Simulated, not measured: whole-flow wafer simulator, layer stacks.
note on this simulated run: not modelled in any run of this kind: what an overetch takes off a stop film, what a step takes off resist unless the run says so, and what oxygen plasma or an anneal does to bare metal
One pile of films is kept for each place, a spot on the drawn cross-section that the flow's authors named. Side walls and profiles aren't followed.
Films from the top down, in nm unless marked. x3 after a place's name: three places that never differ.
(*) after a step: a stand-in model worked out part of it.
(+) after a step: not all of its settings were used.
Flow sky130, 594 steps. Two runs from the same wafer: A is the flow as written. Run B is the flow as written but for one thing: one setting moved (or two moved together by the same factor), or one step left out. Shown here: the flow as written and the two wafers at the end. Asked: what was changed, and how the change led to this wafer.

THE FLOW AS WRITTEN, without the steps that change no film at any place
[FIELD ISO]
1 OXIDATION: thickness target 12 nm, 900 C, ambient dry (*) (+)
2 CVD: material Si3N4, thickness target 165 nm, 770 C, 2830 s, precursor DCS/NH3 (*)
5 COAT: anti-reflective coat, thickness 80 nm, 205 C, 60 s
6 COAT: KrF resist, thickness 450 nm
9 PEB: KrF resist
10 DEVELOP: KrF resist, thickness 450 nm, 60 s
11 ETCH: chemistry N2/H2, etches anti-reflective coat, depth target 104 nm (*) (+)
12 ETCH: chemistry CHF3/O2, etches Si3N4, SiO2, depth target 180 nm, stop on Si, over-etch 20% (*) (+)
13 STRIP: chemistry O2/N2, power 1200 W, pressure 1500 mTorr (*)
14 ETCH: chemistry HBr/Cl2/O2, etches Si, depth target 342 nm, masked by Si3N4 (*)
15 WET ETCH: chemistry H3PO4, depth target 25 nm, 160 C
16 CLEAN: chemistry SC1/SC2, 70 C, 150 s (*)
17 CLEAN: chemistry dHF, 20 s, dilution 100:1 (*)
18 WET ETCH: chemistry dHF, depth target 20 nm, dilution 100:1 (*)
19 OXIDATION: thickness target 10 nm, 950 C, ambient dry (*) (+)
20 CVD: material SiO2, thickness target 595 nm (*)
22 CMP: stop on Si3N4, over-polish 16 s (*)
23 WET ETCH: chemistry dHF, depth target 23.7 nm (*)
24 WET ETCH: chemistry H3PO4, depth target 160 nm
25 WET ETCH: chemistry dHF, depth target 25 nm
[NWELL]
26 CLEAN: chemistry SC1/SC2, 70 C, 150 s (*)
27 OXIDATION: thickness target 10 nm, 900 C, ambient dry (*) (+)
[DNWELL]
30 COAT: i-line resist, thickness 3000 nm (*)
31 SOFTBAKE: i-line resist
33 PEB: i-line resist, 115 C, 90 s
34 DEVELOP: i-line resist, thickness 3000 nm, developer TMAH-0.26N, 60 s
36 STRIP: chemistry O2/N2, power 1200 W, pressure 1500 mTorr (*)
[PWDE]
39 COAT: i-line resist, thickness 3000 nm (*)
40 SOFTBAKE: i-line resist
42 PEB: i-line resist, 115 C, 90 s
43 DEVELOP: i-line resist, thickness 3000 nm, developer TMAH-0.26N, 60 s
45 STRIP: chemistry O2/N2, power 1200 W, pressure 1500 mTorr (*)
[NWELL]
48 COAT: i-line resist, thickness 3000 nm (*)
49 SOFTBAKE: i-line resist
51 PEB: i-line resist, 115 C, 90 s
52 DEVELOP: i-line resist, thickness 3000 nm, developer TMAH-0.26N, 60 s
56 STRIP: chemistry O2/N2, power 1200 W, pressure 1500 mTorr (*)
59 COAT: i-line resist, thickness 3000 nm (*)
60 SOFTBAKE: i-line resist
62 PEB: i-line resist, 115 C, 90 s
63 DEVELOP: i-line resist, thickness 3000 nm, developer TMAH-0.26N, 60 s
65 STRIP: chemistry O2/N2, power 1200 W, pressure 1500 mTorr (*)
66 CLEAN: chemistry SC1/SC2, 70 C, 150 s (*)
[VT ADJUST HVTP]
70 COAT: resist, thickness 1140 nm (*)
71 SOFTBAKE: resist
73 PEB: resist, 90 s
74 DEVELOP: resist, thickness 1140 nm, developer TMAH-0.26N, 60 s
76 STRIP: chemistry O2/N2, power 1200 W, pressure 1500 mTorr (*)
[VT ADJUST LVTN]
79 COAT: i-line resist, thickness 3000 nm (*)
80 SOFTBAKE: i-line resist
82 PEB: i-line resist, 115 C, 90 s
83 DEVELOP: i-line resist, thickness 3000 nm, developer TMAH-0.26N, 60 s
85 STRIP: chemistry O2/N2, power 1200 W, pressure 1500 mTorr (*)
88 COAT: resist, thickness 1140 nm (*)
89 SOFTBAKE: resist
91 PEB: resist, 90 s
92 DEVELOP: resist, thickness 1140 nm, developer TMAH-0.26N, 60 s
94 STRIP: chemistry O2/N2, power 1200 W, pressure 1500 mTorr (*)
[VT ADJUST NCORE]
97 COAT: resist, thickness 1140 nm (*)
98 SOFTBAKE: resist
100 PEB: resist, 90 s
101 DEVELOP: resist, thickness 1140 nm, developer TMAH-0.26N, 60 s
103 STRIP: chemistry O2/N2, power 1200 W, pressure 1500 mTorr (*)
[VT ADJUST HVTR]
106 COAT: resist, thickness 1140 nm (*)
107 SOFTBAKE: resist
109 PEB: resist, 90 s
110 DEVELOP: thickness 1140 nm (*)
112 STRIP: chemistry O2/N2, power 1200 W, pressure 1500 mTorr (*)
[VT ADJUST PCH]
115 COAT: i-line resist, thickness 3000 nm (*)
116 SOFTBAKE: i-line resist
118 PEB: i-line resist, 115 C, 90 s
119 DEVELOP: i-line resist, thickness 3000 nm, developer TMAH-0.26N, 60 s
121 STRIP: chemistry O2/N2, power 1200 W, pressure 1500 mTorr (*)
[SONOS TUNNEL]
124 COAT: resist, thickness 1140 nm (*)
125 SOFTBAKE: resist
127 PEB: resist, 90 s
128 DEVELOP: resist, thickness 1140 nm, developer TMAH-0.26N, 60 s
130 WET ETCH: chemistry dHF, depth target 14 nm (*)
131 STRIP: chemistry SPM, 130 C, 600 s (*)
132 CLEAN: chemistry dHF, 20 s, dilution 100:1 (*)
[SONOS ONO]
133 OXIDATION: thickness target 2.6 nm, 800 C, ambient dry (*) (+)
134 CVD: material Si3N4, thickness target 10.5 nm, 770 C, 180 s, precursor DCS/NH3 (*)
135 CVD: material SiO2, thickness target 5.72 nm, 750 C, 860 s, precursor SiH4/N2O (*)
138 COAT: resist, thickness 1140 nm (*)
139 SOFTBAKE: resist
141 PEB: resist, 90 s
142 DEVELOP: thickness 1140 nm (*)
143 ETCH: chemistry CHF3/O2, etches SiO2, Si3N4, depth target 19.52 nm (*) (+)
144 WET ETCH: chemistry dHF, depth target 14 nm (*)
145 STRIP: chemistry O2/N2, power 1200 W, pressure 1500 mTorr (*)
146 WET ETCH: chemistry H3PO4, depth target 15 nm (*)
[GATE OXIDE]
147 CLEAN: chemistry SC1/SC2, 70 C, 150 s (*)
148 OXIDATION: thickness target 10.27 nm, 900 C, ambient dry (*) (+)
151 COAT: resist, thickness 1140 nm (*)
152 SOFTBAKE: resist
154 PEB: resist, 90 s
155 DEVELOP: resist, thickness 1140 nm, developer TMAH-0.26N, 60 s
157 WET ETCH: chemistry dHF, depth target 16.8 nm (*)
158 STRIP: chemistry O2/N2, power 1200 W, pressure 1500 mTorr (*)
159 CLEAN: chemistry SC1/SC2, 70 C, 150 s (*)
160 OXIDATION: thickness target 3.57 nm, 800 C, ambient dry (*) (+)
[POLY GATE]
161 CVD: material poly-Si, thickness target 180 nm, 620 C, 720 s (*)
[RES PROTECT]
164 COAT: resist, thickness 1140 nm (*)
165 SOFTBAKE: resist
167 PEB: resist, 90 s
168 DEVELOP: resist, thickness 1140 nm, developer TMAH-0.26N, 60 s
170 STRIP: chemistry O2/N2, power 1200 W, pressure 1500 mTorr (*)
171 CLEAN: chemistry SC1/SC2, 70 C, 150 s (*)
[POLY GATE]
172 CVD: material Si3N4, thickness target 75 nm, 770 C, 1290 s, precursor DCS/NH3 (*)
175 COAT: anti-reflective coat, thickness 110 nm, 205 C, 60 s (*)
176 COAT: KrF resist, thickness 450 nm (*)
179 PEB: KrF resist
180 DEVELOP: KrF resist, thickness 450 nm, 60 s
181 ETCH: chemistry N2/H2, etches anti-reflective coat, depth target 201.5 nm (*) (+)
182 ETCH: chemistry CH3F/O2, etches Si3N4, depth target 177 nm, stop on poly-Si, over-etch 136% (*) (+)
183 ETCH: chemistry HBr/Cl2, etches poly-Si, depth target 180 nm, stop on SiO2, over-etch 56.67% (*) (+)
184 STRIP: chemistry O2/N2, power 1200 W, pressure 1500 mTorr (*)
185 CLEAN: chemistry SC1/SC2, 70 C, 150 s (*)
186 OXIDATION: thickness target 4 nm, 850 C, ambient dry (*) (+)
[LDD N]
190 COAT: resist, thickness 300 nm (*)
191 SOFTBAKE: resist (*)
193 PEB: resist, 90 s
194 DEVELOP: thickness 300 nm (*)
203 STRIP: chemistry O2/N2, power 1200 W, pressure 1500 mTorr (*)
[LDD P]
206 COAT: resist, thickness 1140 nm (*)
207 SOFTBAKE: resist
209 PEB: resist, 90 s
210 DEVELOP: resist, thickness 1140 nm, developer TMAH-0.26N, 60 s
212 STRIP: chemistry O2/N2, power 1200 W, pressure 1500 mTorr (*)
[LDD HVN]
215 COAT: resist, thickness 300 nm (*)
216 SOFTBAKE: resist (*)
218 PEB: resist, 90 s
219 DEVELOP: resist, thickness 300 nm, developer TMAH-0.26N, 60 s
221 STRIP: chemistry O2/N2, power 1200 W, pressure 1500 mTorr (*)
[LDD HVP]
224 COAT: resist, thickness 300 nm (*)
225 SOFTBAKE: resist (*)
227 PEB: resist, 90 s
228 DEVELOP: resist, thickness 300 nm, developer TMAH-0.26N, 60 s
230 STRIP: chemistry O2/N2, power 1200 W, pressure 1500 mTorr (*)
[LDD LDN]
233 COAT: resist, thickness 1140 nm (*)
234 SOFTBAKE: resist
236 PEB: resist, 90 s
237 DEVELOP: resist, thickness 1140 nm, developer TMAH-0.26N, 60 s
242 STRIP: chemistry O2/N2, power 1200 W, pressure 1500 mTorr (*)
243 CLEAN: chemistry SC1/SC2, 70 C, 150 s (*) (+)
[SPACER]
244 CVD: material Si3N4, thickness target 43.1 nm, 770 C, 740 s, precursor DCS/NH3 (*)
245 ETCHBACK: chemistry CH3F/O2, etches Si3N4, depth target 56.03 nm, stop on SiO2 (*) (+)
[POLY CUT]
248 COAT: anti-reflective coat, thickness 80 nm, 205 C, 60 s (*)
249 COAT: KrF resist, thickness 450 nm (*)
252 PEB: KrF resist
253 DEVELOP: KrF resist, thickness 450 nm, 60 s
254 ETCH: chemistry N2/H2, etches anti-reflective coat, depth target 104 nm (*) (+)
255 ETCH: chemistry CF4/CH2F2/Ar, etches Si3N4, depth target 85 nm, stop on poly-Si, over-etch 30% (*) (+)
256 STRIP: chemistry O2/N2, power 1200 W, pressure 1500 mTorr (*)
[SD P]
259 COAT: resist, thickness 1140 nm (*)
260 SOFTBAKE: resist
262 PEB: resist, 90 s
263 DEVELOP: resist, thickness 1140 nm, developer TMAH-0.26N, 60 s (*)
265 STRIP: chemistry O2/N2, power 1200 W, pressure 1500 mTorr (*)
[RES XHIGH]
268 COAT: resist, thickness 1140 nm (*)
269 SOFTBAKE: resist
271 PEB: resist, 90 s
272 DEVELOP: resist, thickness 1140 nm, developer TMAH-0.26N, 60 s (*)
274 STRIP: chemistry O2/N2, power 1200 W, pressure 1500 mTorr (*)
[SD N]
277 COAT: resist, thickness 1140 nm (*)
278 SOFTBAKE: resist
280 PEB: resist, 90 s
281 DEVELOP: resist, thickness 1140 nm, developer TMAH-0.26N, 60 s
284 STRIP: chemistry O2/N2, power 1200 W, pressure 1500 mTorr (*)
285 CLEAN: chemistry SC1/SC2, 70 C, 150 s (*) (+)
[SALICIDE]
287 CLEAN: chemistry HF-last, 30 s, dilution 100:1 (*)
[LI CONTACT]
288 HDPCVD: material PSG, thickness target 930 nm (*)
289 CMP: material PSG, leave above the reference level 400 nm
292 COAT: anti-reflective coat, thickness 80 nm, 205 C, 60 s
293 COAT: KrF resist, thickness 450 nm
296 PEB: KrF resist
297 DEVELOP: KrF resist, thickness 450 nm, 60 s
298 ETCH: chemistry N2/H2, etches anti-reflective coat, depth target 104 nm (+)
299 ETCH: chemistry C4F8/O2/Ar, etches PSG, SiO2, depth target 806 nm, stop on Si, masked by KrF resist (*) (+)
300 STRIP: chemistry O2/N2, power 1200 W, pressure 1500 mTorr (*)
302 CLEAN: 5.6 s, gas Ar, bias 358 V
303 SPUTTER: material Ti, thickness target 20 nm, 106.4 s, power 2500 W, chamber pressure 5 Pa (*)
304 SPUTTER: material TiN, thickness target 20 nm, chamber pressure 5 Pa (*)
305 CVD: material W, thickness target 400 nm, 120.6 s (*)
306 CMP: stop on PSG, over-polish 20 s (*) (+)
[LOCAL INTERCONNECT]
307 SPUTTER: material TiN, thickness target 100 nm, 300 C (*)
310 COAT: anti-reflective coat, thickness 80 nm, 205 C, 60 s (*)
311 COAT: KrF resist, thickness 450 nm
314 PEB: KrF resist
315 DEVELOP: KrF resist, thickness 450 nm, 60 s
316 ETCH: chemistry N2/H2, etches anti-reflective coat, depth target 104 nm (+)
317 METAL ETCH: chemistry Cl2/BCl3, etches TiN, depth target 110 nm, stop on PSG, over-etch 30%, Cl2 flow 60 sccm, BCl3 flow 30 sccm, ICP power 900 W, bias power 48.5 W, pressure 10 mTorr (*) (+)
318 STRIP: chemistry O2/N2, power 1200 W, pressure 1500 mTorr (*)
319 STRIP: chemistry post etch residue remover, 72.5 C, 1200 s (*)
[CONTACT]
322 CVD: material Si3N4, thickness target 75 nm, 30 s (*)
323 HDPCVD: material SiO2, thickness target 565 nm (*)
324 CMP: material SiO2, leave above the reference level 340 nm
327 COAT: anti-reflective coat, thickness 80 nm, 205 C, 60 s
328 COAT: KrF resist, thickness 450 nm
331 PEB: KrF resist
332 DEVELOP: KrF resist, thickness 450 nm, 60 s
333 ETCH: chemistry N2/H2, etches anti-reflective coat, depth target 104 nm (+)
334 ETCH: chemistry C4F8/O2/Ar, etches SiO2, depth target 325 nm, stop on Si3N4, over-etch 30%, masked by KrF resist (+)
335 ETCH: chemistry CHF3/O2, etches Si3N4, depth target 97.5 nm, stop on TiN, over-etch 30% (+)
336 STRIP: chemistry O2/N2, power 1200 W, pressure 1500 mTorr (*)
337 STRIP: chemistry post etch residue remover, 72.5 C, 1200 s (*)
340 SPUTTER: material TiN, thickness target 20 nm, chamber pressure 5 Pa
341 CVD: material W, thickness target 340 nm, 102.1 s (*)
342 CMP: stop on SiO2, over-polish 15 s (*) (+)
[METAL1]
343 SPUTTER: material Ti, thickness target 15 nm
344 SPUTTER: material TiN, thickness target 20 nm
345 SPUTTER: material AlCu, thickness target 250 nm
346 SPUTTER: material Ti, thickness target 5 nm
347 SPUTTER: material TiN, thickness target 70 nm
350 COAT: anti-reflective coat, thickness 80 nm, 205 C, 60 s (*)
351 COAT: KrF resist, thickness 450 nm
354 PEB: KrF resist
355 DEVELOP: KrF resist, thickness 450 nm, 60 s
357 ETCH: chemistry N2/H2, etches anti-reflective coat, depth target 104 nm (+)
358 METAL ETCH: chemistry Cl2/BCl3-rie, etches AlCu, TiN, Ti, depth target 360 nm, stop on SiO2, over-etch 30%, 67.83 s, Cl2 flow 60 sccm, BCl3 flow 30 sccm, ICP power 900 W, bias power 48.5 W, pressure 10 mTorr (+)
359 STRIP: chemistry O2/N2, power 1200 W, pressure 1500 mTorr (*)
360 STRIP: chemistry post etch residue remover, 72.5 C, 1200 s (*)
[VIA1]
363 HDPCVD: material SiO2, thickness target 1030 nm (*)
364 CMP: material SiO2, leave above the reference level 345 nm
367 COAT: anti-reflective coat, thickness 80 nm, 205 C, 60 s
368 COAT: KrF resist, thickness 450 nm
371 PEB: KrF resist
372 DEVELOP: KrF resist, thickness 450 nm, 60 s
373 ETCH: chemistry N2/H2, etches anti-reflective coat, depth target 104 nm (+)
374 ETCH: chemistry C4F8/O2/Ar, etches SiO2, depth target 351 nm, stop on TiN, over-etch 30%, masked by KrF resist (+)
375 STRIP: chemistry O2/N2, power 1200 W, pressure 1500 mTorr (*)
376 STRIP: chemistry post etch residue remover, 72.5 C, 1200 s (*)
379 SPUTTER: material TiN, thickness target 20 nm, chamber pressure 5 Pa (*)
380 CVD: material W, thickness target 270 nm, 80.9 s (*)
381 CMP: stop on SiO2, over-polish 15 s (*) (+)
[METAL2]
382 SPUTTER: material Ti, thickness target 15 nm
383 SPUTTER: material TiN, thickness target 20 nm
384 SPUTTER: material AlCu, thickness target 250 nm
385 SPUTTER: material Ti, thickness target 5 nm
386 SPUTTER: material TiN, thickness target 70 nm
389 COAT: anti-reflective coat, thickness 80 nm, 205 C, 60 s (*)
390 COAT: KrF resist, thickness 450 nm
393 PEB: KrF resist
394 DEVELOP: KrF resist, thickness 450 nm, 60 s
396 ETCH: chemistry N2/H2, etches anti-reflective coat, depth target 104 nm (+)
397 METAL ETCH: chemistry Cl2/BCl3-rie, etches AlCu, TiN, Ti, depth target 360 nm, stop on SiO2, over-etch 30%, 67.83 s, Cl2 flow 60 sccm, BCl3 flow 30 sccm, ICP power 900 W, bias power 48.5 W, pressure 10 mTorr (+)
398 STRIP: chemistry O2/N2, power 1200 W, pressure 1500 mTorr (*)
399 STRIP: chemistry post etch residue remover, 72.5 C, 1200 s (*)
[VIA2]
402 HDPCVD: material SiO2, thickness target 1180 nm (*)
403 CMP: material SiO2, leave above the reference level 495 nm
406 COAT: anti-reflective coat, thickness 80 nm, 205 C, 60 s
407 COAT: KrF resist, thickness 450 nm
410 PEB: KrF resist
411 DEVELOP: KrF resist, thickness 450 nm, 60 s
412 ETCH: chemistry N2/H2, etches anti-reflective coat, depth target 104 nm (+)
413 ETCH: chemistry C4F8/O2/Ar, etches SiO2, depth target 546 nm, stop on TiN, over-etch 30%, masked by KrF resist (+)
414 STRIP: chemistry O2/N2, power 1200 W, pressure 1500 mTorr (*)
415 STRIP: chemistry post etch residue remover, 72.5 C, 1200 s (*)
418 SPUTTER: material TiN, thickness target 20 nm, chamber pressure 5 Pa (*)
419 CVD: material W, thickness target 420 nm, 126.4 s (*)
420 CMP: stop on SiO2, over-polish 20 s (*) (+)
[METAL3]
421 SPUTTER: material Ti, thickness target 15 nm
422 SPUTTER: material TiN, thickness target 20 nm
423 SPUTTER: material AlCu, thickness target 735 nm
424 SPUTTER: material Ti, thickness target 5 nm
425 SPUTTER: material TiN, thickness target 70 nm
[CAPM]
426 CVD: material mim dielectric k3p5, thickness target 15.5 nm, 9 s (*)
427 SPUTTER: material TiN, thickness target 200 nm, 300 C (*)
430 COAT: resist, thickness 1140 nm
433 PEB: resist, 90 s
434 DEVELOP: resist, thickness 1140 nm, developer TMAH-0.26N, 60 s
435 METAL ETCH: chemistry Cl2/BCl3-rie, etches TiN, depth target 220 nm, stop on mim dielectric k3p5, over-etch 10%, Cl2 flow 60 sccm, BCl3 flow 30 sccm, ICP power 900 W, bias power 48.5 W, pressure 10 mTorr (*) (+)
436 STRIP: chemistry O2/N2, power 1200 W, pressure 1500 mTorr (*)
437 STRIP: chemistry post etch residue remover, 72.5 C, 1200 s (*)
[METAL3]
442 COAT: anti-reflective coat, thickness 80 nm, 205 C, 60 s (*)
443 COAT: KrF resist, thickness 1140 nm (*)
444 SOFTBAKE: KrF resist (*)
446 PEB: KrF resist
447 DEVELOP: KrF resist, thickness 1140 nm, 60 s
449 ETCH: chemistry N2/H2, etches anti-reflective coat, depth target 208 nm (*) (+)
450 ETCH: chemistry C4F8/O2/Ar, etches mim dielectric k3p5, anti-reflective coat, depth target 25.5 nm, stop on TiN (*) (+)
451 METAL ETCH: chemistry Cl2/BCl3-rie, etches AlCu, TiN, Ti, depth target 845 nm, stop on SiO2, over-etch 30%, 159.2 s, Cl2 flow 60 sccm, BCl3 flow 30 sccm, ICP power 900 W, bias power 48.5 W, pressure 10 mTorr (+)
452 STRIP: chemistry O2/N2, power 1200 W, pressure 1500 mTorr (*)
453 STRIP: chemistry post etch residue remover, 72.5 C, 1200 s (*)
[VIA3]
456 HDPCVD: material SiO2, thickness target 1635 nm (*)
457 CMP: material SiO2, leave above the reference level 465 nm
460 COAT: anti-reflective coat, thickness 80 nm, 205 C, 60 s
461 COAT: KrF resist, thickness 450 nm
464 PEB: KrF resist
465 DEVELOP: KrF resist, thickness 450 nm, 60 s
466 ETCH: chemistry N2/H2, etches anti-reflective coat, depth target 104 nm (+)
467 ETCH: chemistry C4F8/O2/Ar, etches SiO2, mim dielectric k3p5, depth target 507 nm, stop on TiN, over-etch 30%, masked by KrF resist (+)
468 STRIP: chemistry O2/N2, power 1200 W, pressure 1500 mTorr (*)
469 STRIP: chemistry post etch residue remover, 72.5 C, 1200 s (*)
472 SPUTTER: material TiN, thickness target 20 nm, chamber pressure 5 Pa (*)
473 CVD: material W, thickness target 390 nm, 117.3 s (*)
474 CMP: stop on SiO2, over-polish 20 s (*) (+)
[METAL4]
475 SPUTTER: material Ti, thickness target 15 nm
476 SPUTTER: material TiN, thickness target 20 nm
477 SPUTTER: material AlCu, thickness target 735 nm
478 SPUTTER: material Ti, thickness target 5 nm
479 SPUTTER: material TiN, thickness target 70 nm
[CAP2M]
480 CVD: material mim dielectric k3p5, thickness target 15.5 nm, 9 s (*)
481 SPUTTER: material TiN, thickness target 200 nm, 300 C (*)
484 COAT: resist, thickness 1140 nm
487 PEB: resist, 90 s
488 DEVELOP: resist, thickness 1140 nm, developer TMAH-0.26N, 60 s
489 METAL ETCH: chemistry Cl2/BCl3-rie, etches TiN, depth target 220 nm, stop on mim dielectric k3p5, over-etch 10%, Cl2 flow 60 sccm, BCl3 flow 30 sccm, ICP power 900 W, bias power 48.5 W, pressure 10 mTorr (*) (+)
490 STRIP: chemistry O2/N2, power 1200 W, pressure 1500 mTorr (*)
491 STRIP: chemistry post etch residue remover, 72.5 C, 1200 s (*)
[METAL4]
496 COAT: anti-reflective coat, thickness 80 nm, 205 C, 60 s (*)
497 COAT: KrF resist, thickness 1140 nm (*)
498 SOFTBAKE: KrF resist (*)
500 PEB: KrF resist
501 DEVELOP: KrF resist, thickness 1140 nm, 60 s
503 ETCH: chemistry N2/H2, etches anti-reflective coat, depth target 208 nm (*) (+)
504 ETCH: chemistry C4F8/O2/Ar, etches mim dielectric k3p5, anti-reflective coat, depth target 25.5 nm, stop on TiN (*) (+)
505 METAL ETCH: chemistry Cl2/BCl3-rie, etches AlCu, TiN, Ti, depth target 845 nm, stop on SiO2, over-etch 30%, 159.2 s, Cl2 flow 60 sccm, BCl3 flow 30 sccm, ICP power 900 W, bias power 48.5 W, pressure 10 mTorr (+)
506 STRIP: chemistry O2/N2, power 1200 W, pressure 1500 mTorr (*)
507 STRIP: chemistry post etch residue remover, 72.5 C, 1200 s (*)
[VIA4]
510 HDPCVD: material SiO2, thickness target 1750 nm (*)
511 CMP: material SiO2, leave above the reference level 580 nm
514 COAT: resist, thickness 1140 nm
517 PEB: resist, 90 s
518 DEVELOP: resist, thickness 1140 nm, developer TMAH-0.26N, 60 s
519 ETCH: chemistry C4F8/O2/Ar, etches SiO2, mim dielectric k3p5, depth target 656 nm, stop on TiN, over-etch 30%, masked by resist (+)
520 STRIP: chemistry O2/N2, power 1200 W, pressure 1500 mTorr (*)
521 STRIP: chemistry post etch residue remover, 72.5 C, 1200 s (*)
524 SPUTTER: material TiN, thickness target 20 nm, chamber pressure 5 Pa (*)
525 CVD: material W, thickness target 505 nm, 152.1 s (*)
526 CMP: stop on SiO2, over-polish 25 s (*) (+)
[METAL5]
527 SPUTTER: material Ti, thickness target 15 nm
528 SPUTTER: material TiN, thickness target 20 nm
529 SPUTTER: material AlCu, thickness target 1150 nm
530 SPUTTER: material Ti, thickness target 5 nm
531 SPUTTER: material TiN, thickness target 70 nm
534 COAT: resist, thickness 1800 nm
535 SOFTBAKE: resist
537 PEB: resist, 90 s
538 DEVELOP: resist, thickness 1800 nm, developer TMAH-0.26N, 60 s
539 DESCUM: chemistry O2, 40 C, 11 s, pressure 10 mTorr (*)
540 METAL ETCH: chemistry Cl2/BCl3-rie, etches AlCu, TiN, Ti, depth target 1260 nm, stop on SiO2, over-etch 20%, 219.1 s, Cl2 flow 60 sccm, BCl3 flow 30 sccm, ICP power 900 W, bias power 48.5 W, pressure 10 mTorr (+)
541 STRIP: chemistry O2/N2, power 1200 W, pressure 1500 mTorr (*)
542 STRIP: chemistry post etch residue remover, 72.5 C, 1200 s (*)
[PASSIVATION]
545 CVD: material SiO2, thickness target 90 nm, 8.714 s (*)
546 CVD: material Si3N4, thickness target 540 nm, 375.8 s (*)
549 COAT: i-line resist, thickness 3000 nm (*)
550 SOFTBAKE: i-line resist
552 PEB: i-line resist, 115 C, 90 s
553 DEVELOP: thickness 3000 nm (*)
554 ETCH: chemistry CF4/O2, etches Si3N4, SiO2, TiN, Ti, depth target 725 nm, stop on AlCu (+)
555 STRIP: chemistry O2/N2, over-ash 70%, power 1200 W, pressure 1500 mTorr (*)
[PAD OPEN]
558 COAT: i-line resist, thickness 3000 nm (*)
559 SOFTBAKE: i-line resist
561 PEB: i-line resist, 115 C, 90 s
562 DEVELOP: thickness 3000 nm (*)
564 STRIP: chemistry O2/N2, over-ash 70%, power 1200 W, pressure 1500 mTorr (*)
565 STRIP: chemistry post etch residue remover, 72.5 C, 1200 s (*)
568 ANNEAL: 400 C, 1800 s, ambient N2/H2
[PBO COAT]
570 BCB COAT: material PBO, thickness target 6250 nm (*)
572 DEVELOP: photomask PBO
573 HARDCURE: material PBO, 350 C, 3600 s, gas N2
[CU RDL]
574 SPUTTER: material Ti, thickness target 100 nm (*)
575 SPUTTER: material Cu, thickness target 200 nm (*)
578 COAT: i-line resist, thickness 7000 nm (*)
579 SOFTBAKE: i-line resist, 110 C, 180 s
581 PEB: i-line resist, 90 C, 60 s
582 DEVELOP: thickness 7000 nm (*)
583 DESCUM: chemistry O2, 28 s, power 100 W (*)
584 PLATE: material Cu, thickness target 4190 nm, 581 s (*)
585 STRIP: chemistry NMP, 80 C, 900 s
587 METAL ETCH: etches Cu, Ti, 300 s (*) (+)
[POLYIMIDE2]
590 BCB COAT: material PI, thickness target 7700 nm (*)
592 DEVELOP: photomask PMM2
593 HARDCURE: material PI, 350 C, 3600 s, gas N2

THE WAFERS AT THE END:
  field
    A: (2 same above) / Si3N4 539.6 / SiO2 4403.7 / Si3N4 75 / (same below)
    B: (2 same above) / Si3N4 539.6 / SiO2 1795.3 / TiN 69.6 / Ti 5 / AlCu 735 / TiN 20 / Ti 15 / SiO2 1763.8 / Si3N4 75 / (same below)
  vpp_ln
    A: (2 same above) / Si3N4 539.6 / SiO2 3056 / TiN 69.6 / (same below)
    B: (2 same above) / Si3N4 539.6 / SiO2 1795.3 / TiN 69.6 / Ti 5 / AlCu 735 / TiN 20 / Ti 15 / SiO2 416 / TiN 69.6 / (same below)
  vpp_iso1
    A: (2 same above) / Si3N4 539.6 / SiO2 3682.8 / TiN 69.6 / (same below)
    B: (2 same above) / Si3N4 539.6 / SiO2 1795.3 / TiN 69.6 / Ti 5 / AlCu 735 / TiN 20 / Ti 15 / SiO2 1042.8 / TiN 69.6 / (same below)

The cause: step 451, METAL ETCH: chemistry Cl2/BCl3-rie, etches AlCu, TiN, Ti, depth target 845 nm, stop on SiO2, over-etch 30%, 159.2 s, Cl2 flow 60 sccm, BCl3 flow 30 sccm, ICP power 900 W, bias power 48.5 W, pressure 10 mTorr (+), was left out.

How the change led to this, step by step:
  452 STRIP: chemistry O2/N2, power 1200 W, pressure 1500 mTorr (*)
      gate_hv, dice_street, pplus_nw and 73 more: A KrF resist -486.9 (all of it), anti-reflective coat -80 (all of it) | B KrF resist -1036.2 (all of it), anti-reflective coat -80 (all of it)
      n_well, p_well, sd_n, sd_p, pad, mim_edge_gap, mim_edge_gap_sheet: A KrF resist -486.9 (all of it), anti-reflective coat -80 (all of it) | B KrF resist -1036.1 (all of it), anti-reflective coat -80 (all of it)
      (and at 24 more places)
  456 HDPCVD: material SiO2, thickness target 1635 nm (*)
      field, active, gate and 82 more: A SiO2 +1635 | B SiO2 +1635 (new film)
  457 CMP: material SiO2, leave above the reference level 465 nm
      field, active, gate and 82 more: A SiO2 -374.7 | B SiO2 -1244.6
Counting metal films that touch as one body, field has 1 body; the flow as written gives 0 bodies.
Counting metal films that touch as one body, vpp_ln has 3 bodies (between them, from the top down: SiO2 416; SiO2 267.2); the flow as written gives 2 bodies (between them, from the top down: SiO2 267.2).
Counting metal films that touch as one body, vpp_iso1 has 2 bodies (between them, from the top down: SiO2 1042.8); the flow as written gives 1 body.
